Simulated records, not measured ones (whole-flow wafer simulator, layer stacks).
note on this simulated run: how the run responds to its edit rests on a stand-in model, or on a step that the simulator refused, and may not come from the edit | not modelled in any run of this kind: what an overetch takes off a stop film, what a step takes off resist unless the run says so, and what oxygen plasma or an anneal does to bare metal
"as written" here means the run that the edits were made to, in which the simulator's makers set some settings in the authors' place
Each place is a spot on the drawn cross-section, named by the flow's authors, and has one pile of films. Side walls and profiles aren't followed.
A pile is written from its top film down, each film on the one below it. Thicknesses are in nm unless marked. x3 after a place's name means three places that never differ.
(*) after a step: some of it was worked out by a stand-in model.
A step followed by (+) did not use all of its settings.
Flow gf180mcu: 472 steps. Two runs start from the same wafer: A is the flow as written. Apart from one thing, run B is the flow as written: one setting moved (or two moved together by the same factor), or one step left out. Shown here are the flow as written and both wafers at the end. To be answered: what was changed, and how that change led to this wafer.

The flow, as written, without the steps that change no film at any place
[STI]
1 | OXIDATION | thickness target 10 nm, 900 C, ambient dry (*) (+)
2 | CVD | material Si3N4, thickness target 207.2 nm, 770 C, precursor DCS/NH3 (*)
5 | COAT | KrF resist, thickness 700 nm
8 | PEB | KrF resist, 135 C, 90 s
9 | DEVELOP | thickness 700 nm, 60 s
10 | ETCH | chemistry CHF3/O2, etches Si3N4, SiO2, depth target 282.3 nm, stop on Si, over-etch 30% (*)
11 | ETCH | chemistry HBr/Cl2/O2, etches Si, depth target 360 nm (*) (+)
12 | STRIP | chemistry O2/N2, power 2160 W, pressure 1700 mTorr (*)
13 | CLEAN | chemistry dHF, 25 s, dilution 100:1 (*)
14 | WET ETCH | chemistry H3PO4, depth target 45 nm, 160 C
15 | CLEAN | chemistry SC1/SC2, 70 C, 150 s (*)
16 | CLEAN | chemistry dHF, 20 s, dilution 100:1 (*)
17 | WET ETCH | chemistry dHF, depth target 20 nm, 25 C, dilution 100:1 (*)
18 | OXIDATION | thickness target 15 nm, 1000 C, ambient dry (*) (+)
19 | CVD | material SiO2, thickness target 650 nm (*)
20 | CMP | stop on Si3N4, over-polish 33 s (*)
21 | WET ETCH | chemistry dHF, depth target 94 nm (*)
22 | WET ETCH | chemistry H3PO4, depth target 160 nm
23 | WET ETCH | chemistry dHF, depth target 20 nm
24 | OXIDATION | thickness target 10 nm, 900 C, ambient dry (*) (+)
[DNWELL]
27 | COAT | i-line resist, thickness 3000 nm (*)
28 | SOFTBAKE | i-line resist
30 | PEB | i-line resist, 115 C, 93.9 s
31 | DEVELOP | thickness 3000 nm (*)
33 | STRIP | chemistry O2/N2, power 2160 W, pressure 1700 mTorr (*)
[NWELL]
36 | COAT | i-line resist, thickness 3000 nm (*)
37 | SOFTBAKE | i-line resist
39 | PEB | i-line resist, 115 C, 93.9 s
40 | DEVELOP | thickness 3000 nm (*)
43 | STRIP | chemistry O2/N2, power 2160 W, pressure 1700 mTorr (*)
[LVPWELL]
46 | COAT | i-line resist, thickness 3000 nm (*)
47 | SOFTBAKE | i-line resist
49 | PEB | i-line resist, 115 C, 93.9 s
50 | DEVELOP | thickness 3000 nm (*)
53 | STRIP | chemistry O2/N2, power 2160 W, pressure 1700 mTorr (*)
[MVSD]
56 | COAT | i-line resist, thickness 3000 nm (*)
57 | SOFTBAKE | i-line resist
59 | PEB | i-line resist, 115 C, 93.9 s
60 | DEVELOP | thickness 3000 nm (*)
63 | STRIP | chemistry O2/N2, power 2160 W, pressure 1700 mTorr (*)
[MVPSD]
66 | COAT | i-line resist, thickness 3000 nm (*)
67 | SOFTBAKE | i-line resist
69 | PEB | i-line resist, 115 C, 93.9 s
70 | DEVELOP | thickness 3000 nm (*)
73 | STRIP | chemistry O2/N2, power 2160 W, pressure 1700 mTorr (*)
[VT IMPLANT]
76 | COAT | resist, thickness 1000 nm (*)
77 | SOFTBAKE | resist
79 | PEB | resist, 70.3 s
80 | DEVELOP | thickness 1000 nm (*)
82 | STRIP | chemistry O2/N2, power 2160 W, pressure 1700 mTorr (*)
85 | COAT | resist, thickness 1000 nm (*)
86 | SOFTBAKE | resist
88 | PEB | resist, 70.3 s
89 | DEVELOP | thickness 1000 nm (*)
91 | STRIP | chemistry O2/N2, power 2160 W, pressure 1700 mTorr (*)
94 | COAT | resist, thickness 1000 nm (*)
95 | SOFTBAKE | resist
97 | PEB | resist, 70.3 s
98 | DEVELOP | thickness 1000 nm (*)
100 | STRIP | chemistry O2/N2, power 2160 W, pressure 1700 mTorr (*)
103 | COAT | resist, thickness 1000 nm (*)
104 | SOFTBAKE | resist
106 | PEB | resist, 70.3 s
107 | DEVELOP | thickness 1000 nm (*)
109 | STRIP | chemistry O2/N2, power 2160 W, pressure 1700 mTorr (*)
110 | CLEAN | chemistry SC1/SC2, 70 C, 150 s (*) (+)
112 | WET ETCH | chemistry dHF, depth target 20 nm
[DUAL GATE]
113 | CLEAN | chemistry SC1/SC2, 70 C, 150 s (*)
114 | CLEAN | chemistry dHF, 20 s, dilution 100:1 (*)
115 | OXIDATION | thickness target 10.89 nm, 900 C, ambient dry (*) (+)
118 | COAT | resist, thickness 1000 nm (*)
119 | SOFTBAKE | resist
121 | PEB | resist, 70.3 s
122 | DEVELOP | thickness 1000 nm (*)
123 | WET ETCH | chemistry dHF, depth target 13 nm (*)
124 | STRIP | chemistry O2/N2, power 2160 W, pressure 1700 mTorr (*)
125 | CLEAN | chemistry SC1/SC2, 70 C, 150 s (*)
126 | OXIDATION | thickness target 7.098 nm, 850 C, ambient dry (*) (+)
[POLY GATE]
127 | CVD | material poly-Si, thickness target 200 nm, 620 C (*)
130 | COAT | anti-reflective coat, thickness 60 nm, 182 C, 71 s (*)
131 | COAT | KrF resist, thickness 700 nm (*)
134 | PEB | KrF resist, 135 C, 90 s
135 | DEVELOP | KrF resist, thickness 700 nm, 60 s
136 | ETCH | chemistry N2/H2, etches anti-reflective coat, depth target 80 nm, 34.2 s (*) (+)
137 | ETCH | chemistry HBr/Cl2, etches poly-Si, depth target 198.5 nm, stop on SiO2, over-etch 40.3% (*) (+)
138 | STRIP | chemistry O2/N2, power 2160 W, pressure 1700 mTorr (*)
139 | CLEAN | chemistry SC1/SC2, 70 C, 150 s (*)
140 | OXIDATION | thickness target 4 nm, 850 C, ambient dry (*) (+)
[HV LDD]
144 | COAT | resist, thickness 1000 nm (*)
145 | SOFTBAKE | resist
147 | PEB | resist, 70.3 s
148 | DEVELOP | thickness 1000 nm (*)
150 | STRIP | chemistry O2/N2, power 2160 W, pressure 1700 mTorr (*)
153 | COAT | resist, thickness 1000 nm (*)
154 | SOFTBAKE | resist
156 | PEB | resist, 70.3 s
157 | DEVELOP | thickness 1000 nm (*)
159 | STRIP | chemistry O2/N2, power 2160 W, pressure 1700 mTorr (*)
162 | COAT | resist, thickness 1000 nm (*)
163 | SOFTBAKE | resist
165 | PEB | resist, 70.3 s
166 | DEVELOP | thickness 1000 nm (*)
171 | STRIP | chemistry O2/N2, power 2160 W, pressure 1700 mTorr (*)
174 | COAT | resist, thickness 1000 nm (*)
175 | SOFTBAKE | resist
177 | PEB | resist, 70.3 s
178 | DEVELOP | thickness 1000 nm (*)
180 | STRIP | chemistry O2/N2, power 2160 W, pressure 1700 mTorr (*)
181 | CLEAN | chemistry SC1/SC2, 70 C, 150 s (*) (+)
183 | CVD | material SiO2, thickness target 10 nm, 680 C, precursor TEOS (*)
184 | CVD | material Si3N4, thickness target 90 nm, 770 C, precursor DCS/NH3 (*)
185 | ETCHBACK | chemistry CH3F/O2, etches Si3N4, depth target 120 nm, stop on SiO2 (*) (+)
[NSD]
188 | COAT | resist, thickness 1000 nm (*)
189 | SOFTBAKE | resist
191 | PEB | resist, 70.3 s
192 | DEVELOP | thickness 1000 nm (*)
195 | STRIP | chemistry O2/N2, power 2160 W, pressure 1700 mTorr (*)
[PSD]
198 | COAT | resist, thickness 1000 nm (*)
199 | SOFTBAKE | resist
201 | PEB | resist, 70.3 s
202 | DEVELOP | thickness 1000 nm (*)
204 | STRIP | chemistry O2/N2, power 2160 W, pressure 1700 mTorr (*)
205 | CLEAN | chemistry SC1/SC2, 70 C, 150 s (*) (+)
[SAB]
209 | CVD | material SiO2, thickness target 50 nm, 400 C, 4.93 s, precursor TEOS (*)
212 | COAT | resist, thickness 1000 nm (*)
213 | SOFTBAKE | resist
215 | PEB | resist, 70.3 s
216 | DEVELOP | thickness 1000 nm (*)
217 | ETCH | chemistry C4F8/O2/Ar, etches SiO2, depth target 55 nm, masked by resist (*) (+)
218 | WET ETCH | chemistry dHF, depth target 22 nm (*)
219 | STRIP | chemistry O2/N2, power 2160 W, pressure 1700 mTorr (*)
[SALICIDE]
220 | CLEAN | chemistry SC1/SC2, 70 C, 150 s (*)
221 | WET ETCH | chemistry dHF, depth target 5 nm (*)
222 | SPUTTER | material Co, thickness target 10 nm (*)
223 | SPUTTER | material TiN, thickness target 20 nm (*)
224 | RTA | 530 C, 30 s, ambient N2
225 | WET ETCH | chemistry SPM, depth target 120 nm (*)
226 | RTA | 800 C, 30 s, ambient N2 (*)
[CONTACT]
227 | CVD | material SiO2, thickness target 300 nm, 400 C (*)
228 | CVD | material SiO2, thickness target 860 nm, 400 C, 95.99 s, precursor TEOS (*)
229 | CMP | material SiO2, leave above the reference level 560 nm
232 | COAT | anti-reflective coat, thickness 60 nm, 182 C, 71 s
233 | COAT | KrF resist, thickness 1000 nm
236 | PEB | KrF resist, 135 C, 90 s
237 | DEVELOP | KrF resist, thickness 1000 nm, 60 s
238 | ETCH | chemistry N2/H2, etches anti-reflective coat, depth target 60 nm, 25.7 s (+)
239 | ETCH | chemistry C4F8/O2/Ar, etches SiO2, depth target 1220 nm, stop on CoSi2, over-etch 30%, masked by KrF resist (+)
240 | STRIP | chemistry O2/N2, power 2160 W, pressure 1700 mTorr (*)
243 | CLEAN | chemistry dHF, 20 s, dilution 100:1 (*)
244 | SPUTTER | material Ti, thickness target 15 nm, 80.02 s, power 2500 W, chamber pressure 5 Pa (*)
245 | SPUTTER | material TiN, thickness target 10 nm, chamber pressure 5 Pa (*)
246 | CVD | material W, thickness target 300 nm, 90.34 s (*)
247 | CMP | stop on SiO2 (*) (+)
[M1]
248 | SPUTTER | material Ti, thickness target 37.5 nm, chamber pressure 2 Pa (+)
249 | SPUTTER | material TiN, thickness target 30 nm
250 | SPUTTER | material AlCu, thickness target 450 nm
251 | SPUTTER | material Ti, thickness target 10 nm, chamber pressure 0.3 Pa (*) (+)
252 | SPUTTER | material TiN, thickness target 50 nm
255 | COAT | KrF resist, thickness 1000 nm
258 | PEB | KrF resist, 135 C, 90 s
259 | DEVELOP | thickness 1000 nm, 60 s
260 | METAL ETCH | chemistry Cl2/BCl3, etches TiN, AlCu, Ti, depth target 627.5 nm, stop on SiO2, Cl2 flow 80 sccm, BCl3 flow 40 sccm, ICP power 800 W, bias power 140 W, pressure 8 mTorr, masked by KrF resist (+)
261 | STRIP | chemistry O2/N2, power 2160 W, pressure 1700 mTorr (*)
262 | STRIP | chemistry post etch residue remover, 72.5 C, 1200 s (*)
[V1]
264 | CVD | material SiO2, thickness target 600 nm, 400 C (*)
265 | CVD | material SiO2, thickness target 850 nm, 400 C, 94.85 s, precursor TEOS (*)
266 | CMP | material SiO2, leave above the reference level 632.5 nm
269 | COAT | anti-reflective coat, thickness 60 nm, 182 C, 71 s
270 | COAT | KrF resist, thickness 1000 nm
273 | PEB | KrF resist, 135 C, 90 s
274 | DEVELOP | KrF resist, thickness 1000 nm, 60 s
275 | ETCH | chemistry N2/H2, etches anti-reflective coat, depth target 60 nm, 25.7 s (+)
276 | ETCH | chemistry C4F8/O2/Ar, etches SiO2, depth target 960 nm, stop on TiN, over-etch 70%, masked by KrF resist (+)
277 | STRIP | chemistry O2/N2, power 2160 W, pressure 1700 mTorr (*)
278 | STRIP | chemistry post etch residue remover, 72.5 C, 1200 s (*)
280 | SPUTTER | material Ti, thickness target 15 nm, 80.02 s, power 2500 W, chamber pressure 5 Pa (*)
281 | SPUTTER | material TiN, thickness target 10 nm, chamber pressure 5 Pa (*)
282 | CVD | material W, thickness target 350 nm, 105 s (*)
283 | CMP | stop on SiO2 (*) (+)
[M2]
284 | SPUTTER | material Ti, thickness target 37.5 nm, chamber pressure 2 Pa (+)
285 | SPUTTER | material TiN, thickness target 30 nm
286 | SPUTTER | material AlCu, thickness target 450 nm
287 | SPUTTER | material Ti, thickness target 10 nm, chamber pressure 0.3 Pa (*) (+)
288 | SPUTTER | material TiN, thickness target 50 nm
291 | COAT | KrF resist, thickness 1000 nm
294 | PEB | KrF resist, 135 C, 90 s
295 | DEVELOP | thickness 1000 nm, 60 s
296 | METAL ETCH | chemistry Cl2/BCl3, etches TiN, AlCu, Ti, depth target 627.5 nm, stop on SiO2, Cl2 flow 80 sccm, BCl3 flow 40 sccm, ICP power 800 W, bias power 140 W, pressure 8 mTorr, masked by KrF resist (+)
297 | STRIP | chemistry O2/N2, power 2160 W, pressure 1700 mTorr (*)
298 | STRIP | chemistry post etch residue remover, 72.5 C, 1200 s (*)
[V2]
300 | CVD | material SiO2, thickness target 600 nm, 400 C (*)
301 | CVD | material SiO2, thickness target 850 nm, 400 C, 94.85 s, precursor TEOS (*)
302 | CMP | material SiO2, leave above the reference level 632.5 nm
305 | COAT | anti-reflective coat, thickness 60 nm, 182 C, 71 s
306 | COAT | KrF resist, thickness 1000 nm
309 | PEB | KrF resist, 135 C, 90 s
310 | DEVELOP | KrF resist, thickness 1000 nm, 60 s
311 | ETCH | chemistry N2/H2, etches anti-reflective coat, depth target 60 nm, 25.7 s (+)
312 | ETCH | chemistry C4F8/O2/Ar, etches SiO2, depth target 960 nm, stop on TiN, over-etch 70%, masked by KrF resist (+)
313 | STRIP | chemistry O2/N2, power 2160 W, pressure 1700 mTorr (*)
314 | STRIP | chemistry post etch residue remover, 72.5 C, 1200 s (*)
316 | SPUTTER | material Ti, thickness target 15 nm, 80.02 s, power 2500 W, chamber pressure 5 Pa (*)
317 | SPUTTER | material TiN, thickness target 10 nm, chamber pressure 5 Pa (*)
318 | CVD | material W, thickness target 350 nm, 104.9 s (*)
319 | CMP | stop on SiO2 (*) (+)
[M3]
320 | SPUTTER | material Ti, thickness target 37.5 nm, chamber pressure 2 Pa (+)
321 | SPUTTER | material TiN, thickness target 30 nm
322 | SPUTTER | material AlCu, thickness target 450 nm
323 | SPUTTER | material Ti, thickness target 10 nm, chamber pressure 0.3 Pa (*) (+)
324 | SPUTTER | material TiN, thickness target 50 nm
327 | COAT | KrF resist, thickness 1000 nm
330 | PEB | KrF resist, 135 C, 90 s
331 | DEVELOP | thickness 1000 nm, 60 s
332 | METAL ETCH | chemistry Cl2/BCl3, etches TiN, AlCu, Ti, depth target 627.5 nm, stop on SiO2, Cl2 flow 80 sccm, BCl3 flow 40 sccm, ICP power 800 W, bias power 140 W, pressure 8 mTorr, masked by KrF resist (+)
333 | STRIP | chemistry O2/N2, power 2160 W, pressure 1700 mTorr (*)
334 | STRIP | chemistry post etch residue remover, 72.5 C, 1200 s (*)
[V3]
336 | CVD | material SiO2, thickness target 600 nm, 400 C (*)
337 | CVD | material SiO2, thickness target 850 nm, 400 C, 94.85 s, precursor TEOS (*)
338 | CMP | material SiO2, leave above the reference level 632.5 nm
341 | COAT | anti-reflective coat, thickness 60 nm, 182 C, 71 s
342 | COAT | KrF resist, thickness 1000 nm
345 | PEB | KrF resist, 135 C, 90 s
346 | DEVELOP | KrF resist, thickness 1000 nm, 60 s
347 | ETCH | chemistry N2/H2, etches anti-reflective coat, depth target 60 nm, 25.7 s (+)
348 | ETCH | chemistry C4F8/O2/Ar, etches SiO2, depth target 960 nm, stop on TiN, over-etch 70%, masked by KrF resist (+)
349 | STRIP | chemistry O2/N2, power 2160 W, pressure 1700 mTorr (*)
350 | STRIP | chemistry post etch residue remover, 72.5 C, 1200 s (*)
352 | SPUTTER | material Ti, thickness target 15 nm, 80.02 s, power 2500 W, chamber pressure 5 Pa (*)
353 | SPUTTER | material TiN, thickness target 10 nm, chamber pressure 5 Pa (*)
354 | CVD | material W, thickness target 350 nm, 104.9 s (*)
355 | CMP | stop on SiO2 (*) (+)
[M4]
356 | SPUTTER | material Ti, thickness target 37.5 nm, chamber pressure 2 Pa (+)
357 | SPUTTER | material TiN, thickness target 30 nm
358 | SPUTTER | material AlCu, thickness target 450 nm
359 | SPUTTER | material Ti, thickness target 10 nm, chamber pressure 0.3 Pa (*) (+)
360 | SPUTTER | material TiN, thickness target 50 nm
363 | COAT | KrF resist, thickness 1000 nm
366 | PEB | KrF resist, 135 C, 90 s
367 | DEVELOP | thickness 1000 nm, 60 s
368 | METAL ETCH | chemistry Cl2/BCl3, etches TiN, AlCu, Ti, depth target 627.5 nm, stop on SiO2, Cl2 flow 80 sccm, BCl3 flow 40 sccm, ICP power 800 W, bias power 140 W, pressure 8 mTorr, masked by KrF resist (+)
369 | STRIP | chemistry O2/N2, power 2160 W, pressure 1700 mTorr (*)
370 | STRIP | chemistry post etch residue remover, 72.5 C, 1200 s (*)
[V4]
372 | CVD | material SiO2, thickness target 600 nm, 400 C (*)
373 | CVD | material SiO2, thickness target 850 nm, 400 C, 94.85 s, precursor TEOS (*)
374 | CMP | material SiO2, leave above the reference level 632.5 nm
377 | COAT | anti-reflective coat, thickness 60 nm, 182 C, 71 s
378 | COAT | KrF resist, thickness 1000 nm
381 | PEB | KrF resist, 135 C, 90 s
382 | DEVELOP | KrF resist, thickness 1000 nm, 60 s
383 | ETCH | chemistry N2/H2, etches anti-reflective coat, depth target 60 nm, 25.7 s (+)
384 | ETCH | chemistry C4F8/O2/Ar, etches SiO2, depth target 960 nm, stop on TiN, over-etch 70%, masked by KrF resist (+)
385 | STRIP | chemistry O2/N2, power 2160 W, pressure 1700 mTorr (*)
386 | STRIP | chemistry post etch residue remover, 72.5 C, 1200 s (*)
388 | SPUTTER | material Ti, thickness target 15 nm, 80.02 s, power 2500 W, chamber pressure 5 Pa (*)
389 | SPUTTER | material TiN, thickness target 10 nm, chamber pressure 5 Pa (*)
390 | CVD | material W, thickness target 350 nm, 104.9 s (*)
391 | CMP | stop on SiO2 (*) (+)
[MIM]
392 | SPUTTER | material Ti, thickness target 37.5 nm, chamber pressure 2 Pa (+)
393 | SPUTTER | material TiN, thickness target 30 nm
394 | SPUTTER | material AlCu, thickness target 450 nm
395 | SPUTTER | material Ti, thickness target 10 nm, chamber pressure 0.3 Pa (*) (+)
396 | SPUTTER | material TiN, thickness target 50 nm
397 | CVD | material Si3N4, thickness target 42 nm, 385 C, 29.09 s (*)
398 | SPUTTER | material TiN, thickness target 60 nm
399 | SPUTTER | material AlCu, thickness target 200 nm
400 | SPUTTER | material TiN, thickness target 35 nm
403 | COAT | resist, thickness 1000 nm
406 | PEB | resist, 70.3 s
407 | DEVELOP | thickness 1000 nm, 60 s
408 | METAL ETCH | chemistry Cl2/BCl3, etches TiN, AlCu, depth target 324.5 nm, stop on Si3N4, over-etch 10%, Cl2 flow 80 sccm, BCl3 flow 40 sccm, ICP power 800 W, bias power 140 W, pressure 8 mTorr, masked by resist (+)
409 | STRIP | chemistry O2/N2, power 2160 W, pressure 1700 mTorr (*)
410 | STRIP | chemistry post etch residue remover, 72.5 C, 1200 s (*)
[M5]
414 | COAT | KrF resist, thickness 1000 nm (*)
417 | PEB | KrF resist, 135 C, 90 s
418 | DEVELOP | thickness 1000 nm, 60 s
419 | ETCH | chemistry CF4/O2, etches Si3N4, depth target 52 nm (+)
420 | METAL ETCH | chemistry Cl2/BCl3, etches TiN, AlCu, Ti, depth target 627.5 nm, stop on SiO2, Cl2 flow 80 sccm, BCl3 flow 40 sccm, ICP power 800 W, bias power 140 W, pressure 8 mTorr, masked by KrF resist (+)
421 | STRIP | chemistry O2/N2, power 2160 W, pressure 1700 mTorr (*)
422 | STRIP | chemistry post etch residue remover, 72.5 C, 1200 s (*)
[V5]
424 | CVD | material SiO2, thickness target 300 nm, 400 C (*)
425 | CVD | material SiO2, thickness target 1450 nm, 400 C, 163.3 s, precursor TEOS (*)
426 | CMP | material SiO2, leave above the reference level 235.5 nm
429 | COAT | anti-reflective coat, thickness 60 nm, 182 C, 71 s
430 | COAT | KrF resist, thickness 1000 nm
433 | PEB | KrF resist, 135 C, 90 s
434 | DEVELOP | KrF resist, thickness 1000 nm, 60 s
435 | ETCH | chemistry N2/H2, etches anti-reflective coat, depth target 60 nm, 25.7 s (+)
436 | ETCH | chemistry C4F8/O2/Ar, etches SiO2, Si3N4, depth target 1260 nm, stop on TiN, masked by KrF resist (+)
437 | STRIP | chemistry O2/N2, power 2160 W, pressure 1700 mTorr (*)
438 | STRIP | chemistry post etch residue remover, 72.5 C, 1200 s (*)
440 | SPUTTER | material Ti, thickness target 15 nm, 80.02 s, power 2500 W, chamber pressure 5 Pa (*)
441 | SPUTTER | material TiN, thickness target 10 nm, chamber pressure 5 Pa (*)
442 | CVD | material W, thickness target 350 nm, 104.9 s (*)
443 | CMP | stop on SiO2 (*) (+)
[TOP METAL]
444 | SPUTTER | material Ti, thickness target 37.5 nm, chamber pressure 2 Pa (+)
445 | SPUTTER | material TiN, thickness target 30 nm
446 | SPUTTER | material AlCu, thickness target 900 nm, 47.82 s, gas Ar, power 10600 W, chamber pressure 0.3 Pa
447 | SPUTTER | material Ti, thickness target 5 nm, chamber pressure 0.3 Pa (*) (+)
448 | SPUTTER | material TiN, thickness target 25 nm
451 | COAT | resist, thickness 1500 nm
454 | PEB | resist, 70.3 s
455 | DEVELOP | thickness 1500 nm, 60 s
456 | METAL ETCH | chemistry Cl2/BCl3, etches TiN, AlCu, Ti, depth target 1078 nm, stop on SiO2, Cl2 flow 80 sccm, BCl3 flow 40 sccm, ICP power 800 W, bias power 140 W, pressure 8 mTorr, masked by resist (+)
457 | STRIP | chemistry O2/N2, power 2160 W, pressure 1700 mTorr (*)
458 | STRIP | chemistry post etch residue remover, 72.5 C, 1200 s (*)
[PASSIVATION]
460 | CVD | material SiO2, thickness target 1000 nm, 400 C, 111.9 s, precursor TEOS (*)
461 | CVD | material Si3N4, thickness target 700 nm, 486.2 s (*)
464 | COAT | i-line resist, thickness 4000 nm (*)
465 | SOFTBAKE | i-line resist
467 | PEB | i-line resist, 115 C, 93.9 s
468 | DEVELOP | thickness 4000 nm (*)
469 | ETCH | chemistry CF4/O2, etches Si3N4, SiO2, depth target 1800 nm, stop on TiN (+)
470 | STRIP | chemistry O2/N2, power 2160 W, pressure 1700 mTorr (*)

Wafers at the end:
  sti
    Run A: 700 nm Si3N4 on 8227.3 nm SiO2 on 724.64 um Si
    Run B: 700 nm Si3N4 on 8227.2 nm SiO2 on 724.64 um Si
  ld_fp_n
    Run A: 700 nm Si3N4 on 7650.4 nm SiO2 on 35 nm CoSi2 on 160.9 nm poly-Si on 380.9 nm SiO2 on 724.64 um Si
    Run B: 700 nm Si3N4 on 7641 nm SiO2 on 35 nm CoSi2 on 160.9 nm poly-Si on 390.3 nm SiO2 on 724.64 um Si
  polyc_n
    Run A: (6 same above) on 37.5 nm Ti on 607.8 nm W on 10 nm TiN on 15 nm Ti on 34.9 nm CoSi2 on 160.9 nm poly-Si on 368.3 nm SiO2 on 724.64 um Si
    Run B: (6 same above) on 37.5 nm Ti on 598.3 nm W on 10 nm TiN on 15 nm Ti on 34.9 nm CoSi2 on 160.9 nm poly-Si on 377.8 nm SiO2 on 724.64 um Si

The reason: step 112, WET ETCH: depth target 11.4 nm was run, whereas the flow has depth target 20 nm.

How this came from the change, step by step:
  112 | WET ETCH | chemistry dHF, depth target 20 nm
      field, field__w2, field__w3 and 43 more: A SiO2 loses 22 | B SiO2 loses 12.5
  130 | COAT | anti-reflective coat, thickness 60 nm, 182 C, 71 s (*)
      p_well, spacer, sd_n: A anti-reflective coat gains 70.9 (new film) | B anti-reflective coat gains 79.9 (new film)
      ldn_acc, ldp_acc: A anti-reflective coat gains 66.9 (new film) | B anti-reflective coat gains 70.5 (new film)
      (and at 67 other places as well)
  136 | ETCH | chemistry N2/H2, etches anti-reflective coat, depth target 80 nm, 34.2 s (*) (+)
      p_well, spacer, sd_n: A anti-reflective coat loses 70.9 (all of it), poly-Si loses 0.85 | B anti-reflective coat loses 79.9 (all of it), poly-Si loses 0.62
      field: A anti-reflective coat loses 61.5 (all of it), poly-Si loses 1.09 | B anti-reflective coat loses 58.5 (all of it), poly-Si loses 1.17
      (and at 47 other places as well)
  138 | STRIP | chemistry O2/N2, power 2160 W, pressure 1700 mTorr (*)
      gate: A chemical SiO2 gains 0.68 (new film), KrF resist loses 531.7 (all of it), anti-reflective coat loses 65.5 (all of it), poly-Si loses 0.3 | B chemical SiO2 gains 0.68 (new film), KrF resist loses 532.1 (all of it), anti-reflective coat loses 69.6 (all of it), poly-Si loses 0.3
      gate_hv: A chemical SiO2 gains 0.68 (new film), KrF resist loses 528.4 (all of it), anti-reflective coat loses 61 (all of it), poly-Si loses 0.3 | B chemical SiO2 gains 0.68 (new film), KrF resist loses 530.3 (all of it), anti-reflective coat loses 62.5 (all of it), poly-Si loses 0.3
      (and at 19 other places as well)
  145 | SOFTBAKE | resist
      gate_p_hv: A resist loses 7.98 | B resist loses 7.44
  154 | SOFTBAKE | resist
      gate_p_hv: A resist loses 7.98 | B resist loses 7.44
  163 | SOFTBAKE | resist
      gate_p_hv: A resist loses 7.98 | B resist loses 7.44
  175 | SOFTBAKE | resist
      gate_p_hv: A resist loses 7.98 | B resist loses 7.44
  189 | SOFTBAKE | resist
      active_hv: A resist gains 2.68 | B resist loses 0.42
      active_nat: A resist gains 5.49 | B resist gains 9.29
      (and at 1 other place as well)
  199 | SOFTBAKE | resist
      active_hv: A resist gains 2.68 | B resist loses 0.42
      active_nat: A resist gains 5.49 | B resist gains 9.29
      (and at 1 other place as well)
  209 | CVD | material SiO2, thickness target 50 nm, 400 C, 4.93 s, precursor TEOS (*)
      ld_drn_p: A SiO2 gains 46 | B SiO2 gains 45
  213 | SOFTBAKE | resist
      gate_p_hv: A resist loses 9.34 | B resist loses 8.83
  218 | WET ETCH | chemistry dHF, depth target 22 nm (*)
      active: A SiO2 loses 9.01 (all of it) | B SiO2 loses 7.96 (all of it)
      sd_p: A SiO2 loses 8.12 (all of it) | B SiO2 loses 7.55 (all of it)
      (and at 1 other place as well)
  223 | SPUTTER | material TiN, thickness target 20 nm (*)
      ld_sd_n: A TiN gains 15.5 (new film) | B TiN gains 16.1 (new film)
  225 | WET ETCH | chemistry SPM, depth target 120 nm (*)
      ld_sd_n: A TiN loses 15.5 (all of it) | B TiN loses 16.1 (all of it)
  226 | RTA | 800 C, 30 s, ambient N2 (*)
      ld_sd_n: A CoSi2 gains 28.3 (new film), CoSi loses 16.1 (all of it), Si loses 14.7 | B CoSi2 gains 27.7 (new film), CoSi loses 15.8 (all of it), Si loses 14.4
  229 | CMP | material SiO2, leave above the reference level 560 nm
      ldn_sep__w1, ldn_sep__w2, ldn_dft and 8 more: A SiO2 loses 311 | B SiO2 loses 320.4
      sti, mim_1p0, pad, dice_street, iso_nw_fld, iso_fld_sub: A SiO2 loses 296.8 | B SiO2 loses 306.3
      (and at 40 other places as well)
